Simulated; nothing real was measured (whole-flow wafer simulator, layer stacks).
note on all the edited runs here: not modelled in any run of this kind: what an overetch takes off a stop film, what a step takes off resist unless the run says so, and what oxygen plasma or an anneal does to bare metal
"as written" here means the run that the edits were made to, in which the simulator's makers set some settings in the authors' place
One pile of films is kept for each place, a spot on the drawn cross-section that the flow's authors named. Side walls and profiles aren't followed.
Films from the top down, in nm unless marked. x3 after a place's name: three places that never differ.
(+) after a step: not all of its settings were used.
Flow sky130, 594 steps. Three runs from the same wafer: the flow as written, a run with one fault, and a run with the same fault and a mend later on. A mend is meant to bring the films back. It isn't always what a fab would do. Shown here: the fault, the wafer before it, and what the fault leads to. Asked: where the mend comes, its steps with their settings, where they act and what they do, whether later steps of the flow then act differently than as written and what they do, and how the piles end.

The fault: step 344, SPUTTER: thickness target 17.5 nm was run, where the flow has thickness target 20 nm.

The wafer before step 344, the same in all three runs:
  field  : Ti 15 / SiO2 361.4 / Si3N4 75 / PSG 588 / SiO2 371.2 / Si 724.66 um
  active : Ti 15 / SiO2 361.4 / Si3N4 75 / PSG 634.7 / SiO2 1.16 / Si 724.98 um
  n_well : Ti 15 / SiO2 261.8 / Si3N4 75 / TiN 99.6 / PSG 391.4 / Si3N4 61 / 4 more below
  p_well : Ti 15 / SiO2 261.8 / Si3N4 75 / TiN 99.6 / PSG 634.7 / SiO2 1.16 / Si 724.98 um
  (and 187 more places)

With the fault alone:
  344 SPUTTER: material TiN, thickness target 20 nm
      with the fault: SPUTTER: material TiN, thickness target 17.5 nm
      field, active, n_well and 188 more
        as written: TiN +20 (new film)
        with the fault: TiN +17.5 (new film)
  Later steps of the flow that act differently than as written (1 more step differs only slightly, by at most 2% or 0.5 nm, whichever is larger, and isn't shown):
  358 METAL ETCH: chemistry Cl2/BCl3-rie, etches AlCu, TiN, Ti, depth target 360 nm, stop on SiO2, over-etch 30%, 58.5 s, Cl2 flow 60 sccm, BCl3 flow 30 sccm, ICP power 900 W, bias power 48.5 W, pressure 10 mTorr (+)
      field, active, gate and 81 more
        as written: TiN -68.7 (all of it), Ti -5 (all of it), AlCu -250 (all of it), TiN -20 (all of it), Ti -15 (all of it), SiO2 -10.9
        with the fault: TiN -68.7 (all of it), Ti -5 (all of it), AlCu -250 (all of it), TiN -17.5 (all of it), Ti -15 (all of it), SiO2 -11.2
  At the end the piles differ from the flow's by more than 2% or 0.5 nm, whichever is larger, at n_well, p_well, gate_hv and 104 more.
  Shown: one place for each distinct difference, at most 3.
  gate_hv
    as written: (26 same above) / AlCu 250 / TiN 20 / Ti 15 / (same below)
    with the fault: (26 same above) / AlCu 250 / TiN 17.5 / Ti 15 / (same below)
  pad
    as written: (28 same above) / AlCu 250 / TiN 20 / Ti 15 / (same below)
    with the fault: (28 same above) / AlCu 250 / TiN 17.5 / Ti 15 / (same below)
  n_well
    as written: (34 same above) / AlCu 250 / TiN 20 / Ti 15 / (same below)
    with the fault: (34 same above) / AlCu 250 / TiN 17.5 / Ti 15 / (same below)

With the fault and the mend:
  The mend comes after step 344.
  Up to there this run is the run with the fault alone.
  344a SPUTTER: material TiN, thickness target 2.5 nm (the flow's step 344 once more, with other settings)
      field, active, n_well and 188 more
        TiN +2.5
  No later step of the flow acts differently than as written at any place that is followed.
  At the end the piles are the same as the flow's at every place that both follow.
